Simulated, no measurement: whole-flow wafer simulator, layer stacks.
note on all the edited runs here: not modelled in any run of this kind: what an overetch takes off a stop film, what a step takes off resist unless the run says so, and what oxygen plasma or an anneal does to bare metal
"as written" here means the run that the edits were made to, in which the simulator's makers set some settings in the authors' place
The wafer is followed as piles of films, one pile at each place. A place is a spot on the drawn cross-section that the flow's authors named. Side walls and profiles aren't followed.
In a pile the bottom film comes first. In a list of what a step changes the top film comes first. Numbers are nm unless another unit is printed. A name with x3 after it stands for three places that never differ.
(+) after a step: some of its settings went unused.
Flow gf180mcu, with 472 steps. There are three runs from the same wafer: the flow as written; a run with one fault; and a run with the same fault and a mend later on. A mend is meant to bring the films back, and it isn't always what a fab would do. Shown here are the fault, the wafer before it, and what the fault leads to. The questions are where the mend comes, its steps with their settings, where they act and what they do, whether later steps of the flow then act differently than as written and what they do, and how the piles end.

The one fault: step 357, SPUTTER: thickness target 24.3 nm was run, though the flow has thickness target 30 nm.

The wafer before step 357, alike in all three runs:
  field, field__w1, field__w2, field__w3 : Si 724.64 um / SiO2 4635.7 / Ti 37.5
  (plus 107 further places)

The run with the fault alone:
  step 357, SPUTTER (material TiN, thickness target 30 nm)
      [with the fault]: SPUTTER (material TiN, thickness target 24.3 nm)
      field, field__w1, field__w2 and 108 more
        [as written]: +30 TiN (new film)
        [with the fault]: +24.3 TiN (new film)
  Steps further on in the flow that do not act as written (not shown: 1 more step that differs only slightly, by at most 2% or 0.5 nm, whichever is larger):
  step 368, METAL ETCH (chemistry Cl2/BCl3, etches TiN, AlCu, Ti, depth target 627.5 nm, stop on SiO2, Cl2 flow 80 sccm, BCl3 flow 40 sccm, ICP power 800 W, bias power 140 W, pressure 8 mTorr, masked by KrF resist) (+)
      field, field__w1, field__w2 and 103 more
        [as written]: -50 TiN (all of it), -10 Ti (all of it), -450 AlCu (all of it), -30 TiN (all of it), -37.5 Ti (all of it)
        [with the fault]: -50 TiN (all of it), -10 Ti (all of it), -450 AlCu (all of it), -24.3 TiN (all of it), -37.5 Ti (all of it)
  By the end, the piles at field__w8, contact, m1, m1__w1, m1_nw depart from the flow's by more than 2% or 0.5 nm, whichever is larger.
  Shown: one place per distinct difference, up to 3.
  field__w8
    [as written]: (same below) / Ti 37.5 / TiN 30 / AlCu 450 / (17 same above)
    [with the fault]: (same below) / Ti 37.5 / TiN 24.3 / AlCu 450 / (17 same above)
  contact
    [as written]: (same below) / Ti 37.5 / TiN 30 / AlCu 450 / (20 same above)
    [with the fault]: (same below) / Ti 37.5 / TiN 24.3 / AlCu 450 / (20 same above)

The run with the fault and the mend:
  The mend stands after step 357.
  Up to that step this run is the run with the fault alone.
  step 357a, SPUTTER (material TiN, thickness target 5.7 nm) (the flow's step 357, run once more with other settings)
      field, field__w1, field__w2 and 108 more
        +5.7 TiN
  Later steps of the flow that are run all act as written at every place that is followed.
  By the end, the piles equal the flow's at every place that both follow.
